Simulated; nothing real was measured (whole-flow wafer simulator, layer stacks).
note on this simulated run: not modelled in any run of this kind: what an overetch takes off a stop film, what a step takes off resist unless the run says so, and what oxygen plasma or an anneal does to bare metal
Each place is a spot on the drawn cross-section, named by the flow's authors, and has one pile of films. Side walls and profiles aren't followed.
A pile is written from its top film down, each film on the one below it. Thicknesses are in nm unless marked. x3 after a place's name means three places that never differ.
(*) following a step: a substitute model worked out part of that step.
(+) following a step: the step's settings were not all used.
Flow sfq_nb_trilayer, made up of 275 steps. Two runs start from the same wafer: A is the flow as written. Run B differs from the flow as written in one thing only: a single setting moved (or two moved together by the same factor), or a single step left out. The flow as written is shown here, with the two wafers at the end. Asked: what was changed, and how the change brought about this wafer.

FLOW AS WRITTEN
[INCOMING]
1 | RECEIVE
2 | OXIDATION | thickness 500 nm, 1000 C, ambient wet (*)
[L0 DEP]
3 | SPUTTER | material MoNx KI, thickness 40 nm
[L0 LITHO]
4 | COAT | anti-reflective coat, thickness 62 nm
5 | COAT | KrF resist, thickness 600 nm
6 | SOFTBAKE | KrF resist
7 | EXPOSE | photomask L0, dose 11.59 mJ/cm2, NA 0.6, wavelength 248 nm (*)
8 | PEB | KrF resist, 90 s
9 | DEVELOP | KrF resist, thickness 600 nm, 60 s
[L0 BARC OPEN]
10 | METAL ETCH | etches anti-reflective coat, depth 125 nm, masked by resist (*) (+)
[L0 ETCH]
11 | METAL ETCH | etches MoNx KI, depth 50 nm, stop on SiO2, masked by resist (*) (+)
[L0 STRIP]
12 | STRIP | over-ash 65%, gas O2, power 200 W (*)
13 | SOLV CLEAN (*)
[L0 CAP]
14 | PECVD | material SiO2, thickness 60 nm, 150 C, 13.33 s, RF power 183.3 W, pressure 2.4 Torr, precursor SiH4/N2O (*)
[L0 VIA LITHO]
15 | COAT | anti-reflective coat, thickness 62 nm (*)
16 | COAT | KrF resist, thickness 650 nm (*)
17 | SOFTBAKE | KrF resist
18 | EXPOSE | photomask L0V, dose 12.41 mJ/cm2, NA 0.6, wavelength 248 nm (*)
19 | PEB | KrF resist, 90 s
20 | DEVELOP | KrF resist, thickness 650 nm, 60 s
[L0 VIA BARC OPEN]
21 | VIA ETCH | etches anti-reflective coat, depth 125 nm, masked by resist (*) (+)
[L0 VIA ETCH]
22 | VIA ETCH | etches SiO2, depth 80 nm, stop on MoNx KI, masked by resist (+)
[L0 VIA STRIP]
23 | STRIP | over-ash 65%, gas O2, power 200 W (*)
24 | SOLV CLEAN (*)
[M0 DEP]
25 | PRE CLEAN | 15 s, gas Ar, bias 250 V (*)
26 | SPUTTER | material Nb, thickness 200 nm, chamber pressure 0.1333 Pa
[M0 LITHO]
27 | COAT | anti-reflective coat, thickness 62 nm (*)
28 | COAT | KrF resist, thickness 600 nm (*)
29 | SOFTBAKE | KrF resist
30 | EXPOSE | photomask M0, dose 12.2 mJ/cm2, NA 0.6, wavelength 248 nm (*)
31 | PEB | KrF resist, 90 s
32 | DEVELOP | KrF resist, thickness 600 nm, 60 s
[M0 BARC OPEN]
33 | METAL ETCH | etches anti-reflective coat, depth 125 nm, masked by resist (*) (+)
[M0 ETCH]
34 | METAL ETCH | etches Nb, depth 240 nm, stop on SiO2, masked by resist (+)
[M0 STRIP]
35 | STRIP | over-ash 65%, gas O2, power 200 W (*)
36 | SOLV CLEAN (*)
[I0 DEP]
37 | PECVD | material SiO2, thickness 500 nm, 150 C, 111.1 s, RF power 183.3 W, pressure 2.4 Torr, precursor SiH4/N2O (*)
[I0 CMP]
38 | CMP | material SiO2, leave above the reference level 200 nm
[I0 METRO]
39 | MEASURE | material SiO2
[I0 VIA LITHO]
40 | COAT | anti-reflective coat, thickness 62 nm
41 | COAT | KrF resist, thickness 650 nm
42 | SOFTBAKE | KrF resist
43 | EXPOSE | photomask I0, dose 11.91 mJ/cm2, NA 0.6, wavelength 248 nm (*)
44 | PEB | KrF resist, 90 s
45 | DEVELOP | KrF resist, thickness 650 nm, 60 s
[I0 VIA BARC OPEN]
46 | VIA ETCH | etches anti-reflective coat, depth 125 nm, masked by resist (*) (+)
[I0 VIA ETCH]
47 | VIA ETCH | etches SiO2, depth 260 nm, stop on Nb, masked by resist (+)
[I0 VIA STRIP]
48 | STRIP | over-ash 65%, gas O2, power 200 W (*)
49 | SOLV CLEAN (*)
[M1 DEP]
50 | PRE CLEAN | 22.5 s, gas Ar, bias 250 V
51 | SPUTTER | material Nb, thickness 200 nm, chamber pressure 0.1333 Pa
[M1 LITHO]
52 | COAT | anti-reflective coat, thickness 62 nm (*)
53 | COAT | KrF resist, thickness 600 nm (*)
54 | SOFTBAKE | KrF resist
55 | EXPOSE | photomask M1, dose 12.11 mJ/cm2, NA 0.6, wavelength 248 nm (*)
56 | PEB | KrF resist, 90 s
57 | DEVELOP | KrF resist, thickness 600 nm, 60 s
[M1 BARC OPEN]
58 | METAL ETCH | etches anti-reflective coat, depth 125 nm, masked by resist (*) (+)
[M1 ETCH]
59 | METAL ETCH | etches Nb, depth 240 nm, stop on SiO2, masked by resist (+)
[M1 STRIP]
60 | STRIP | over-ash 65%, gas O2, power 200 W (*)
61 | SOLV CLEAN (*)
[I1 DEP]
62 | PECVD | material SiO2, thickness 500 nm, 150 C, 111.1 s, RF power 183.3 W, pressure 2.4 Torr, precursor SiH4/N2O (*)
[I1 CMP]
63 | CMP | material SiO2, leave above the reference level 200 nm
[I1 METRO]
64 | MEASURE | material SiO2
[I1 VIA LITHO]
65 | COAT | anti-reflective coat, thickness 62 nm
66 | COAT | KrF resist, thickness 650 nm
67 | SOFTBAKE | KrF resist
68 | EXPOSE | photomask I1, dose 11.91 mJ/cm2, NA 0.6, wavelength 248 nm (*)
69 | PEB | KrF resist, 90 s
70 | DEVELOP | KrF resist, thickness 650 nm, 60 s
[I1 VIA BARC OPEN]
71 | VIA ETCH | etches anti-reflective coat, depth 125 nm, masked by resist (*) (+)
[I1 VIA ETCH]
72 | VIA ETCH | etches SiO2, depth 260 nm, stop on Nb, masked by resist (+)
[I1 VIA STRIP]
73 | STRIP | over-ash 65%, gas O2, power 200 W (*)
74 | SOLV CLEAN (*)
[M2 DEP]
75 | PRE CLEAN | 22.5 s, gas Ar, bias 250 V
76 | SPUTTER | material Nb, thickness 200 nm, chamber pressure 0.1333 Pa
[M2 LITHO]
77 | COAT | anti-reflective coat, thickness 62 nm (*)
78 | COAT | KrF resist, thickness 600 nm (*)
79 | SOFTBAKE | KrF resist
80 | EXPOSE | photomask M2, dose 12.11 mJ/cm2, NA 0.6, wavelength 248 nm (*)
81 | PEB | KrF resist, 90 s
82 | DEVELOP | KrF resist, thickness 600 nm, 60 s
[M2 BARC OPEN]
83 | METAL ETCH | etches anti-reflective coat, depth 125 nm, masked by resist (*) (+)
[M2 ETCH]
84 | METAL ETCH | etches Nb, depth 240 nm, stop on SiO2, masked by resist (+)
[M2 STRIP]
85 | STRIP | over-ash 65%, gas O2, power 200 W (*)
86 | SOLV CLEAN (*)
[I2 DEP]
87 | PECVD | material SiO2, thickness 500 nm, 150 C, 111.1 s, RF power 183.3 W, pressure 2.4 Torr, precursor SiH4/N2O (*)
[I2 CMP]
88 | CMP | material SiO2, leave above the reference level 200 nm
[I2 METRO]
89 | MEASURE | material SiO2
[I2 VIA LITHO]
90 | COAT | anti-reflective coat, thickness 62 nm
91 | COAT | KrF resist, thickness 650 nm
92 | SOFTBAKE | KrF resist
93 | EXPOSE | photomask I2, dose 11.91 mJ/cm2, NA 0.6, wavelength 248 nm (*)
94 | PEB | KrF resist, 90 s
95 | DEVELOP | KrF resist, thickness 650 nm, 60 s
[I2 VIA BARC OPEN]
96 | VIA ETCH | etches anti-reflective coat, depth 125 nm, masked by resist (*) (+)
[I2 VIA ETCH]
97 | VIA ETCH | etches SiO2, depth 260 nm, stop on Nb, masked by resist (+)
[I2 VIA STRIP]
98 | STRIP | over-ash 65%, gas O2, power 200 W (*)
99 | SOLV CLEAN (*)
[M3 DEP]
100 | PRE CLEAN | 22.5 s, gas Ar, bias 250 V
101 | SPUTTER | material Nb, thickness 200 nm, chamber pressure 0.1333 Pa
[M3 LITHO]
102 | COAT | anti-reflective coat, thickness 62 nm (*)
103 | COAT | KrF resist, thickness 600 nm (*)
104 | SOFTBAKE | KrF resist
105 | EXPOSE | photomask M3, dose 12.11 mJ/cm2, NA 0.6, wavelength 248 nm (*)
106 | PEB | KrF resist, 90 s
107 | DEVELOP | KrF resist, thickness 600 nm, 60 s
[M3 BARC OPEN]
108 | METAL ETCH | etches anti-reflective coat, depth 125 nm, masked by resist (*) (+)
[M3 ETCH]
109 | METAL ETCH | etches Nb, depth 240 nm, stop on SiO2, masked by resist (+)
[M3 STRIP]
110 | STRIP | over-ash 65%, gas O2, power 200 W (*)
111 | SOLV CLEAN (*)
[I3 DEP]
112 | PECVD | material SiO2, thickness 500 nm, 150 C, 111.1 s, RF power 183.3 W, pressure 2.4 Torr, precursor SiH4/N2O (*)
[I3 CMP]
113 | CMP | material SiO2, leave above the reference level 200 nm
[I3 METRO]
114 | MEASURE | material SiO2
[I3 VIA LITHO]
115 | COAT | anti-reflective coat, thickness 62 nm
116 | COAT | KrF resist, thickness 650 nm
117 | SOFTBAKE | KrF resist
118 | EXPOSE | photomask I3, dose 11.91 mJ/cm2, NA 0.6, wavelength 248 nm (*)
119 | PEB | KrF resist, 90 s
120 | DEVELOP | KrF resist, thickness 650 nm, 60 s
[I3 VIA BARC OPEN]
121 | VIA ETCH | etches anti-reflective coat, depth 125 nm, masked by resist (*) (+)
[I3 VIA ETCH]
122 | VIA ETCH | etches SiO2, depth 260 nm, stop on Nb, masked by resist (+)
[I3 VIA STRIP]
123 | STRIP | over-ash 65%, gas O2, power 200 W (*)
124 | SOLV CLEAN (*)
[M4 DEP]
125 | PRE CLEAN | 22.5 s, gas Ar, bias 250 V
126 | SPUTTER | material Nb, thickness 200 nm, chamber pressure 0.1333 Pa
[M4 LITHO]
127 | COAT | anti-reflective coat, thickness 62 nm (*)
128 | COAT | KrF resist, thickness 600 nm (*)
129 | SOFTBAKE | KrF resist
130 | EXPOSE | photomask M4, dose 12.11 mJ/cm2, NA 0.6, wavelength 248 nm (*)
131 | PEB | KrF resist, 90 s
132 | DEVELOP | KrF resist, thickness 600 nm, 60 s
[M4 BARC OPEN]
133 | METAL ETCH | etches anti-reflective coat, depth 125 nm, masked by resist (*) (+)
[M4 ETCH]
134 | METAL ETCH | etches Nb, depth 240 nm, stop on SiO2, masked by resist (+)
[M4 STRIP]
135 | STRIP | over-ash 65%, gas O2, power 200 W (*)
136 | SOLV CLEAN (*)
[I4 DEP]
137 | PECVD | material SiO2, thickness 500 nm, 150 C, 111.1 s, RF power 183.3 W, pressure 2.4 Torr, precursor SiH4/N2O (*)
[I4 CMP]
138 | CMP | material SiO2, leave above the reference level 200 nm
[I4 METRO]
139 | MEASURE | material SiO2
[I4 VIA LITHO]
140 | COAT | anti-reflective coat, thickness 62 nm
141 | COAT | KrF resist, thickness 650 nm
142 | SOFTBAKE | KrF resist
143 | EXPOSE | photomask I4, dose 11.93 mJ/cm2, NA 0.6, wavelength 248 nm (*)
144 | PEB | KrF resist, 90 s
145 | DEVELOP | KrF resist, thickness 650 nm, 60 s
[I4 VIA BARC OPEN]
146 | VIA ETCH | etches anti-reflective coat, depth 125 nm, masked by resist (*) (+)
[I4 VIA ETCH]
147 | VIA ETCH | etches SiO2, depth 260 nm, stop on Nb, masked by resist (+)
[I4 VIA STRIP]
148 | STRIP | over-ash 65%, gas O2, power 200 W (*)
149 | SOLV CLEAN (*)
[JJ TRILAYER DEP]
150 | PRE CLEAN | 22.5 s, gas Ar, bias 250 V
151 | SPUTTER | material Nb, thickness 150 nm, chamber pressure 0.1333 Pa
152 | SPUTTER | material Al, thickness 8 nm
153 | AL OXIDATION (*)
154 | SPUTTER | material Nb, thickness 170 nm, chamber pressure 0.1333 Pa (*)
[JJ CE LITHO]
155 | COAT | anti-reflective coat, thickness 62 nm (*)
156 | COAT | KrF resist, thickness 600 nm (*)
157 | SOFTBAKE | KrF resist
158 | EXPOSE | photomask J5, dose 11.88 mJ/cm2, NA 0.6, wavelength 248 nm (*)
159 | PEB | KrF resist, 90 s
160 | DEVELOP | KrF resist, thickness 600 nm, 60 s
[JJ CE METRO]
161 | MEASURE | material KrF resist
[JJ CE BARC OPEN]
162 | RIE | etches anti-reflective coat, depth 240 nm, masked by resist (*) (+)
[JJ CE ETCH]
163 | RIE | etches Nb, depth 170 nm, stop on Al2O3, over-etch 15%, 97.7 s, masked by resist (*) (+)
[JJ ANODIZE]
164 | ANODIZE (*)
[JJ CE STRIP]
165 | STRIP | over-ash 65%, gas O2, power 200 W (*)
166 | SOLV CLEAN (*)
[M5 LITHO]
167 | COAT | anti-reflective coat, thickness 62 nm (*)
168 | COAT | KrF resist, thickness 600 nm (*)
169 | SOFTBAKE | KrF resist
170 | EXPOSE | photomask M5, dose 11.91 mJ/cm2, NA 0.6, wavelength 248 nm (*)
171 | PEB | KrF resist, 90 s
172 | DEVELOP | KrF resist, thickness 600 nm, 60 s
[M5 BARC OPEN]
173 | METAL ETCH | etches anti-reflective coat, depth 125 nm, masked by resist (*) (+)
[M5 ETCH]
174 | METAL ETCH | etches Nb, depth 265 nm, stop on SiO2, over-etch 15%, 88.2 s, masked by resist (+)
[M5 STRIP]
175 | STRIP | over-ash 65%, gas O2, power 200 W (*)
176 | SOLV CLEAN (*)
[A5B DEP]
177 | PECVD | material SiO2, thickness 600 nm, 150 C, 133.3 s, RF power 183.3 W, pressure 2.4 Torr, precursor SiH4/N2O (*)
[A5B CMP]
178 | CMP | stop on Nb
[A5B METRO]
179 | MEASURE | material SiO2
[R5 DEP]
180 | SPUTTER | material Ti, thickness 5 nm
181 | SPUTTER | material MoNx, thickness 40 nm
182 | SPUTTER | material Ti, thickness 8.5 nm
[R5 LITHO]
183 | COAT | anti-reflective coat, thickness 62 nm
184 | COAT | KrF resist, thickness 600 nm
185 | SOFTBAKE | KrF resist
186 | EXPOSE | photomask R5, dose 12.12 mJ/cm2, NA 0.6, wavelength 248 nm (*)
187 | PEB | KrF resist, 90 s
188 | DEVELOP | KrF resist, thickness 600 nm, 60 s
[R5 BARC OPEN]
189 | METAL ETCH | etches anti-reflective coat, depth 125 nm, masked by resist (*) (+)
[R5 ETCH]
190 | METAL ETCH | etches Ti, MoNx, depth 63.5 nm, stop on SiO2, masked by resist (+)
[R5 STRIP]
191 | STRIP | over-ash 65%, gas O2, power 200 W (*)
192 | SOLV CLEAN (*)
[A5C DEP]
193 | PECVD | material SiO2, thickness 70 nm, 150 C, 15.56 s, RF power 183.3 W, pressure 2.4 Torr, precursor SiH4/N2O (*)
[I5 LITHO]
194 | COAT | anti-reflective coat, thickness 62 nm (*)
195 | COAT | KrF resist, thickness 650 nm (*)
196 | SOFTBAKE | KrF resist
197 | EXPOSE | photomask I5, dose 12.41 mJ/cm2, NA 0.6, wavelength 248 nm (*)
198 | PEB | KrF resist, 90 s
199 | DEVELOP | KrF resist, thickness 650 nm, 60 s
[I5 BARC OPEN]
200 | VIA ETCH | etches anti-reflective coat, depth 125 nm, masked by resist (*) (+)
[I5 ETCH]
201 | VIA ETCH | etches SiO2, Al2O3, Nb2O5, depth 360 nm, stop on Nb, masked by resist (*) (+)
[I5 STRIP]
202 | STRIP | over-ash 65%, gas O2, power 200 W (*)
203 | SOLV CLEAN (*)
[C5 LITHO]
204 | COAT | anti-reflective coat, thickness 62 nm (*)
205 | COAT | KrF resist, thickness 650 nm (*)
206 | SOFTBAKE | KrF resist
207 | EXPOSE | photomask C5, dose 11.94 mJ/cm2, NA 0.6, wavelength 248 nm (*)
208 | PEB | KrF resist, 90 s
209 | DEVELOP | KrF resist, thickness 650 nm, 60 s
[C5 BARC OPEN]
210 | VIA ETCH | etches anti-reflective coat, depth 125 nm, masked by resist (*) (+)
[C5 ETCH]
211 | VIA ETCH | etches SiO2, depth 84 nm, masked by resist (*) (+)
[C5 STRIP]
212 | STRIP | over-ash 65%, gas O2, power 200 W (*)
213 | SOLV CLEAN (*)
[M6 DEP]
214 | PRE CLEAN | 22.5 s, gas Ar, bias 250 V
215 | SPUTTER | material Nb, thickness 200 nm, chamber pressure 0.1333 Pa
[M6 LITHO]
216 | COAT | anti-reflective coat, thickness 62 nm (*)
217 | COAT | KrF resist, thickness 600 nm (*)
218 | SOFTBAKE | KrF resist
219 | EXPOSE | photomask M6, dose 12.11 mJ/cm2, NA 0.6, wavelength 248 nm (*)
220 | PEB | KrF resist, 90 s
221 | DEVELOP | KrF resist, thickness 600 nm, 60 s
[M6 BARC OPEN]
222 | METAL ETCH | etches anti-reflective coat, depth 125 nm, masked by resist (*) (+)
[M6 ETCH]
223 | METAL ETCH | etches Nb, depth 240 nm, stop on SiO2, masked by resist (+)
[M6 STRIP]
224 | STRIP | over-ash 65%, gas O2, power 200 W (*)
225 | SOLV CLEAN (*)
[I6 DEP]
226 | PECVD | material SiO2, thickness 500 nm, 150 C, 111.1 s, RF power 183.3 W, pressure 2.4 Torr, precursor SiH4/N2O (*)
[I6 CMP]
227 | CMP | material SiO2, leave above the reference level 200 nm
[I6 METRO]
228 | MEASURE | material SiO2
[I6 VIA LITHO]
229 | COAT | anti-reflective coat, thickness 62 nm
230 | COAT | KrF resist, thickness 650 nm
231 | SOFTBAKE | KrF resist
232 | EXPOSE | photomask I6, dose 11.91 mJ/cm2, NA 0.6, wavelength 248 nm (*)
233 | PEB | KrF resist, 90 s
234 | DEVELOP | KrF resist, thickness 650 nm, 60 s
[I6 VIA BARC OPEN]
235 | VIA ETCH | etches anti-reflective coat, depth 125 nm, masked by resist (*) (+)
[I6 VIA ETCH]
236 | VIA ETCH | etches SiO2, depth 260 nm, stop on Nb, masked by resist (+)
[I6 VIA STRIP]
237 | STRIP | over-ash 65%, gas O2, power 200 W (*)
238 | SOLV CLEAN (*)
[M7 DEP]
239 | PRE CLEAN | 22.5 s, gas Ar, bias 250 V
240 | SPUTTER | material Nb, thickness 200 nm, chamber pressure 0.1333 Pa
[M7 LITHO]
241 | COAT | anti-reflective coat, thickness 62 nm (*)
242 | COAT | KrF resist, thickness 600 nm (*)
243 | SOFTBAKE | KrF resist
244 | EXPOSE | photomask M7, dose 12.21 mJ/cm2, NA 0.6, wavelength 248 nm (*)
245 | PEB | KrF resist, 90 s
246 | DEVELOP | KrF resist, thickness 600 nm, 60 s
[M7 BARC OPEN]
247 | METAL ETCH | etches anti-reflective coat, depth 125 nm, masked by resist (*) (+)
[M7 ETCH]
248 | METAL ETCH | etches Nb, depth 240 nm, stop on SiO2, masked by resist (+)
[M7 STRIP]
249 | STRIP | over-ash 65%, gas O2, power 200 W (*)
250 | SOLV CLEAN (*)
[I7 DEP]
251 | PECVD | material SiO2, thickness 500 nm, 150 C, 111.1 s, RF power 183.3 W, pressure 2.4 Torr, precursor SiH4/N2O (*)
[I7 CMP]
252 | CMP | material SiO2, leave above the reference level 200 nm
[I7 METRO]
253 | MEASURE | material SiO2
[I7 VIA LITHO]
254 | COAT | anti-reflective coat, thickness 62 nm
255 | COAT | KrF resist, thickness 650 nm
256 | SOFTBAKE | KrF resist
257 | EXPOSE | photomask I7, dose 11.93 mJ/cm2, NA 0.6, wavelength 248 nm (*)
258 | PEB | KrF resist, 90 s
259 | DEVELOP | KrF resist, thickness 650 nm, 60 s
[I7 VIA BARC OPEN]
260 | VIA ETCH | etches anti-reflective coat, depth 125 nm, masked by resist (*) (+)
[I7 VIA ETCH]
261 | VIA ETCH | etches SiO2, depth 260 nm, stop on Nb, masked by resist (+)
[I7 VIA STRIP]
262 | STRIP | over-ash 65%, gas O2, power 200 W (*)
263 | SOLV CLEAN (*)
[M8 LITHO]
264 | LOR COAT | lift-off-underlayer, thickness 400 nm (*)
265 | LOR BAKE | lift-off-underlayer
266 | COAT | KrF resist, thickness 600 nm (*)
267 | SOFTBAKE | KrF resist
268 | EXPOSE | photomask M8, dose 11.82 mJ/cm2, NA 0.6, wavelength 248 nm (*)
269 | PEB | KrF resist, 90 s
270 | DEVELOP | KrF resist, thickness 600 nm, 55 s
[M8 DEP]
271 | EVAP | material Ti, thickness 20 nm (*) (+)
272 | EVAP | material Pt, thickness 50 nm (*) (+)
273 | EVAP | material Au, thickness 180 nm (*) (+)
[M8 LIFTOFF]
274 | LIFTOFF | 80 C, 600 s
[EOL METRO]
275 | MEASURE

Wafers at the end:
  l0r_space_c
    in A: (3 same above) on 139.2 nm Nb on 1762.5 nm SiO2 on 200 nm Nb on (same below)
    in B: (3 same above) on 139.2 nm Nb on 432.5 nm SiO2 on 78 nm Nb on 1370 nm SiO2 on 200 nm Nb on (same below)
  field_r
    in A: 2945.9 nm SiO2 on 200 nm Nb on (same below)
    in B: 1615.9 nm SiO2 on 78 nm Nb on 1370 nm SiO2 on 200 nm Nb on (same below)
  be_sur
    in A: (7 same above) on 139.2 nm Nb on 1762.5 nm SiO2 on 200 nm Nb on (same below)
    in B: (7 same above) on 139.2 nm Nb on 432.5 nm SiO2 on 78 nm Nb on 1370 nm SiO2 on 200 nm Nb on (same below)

Cause: step 126, SPUTTER: thickness 318 nm was run, though the flow has thickness 200 nm.

Step by step, how the change led to this:
  126 | SPUTTER | material Nb, thickness 200 nm, chamber pressure 0.1333 Pa
      field_l, v_sur, via_wl and 102 more: A Nb gains 200 (new film) | B Nb gains 318 (new film)
      via_v: A Nb gains 165.5 | B Nb gains 265.1
  127 | COAT | anti-reflective coat, thickness 62 nm (*)
      via_v: A anti-reflective coat gains 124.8 (new film) | B anti-reflective coat gains 128 (new film)
  134 | METAL ETCH | etches Nb, depth 240 nm, stop on SiO2, masked by resist (+)
      field_l, be, be_sur and 64 more: A Nb loses 200 (all of it) | B Nb loses 240
  135 | STRIP | over-ash 65%, gas O2, power 200 W (*)
      via_v: A KrF resist loses 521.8 (all of it), anti-reflective coat loses 124.8 (all of it) | B KrF resist loses 534.5 (all of it), anti-reflective coat loses 128 (all of it)
  137 | PECVD | material SiO2, thickness 500 nm, 150 C, 111.1 s, RF power 183.3 W, pressure 2.4 Torr, precursor SiH4/N2O (*)
      field_l, be, be_sur and 55 more: A SiO2 gains 500 | B SiO2 gains 500 (new film)
      p3_s0, p3_s1, p3_s2, p3_s3, p3_s4, p3_s5: A SiO2 gains 557.1 | B SiO2 gains 597.1 (new film)
      (also at 3 further places)
  138 | CMP | material SiO2, leave above the reference level 200 nm
      field_l, be, be_sur and 55 more: A SiO2 loses 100 | B SiO2 loses 60
      lsp_r, l0_sur, l0v: A SiO2 loses 91.9 | B SiO2 loses 50.3
      (also at 1 further place)
With metal films that touch counted as one body, l0r_space_c has 3 bodies (between them, from the top down: SiO2 432.5; SiO2 1370); the flow as written gives 2 bodies (between them, from the top down: SiO2 1762.5).
With metal films that touch counted as one body, field_r has 2 bodies (between them, from the top down: SiO2 1370); the flow as written gives 1 body.
With metal films that touch counted as one body, be_sur has 5 bodies (between them, from the top down: SiO2 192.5; SiO2 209 / Al2O3 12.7 / Nb2O5 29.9; SiO2 432.5; SiO2 1370); the flow as written gives 4 bodies (between them, from the top down: SiO2 192.5; SiO2 209 / Al2O3 12.7 / Nb2O5 29.9; SiO2 1762.5).
